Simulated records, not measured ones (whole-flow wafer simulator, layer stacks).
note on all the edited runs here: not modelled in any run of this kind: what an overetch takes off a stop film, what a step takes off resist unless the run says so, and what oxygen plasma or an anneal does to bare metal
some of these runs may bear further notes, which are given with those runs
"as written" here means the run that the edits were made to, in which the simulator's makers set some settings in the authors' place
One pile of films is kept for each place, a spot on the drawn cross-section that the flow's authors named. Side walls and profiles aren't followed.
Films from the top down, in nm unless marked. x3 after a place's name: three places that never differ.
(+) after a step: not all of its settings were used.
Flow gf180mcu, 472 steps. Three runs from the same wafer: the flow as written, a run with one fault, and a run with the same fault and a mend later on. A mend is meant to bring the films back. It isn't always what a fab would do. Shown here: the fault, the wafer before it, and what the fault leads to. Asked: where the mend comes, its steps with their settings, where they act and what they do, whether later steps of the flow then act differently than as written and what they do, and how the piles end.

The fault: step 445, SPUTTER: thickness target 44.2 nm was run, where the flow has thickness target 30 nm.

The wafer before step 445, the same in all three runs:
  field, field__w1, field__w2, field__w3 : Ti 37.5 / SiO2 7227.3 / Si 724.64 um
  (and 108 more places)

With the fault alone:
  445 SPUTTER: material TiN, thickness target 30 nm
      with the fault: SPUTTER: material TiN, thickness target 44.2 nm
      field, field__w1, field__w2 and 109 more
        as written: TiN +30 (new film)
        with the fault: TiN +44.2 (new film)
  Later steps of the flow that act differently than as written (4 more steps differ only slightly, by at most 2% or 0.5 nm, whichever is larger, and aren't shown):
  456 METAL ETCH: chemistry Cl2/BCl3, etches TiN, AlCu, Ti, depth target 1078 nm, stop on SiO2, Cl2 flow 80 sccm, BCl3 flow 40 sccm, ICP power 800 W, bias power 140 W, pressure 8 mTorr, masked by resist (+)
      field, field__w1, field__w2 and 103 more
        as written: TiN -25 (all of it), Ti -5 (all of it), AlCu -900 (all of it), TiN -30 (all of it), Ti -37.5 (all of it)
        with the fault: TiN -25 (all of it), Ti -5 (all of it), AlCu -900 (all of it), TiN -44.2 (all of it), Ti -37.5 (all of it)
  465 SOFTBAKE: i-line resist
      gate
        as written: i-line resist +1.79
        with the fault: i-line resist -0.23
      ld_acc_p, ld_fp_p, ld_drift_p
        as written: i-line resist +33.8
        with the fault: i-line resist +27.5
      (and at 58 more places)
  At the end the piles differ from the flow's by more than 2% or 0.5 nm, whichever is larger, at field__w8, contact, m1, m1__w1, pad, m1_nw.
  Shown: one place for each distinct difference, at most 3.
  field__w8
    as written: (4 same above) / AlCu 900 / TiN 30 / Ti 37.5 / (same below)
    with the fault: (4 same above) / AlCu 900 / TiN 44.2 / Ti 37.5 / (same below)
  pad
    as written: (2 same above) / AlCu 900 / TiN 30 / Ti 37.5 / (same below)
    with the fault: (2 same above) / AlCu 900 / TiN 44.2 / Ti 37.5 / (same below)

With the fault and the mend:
  The mend comes after step 445.
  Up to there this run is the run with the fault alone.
  445a METAL ETCH: chemistry Cl2/BCl3, etches TiN, AlCu, Ti, depth target 14.2 nm, Cl2 flow 80 sccm, BCl3 flow 40 sccm, ICP power 800 W, bias power 140 W, pressure 8 mTorr (the flow's step 260 once more, with other settings)
      field, field__w1, field__w2 and 109 more
        TiN -14.2
  No later step of the flow acts differently than as written at any place that is followed.
  At the end the piles are the same as the flow's at every place that both follow.
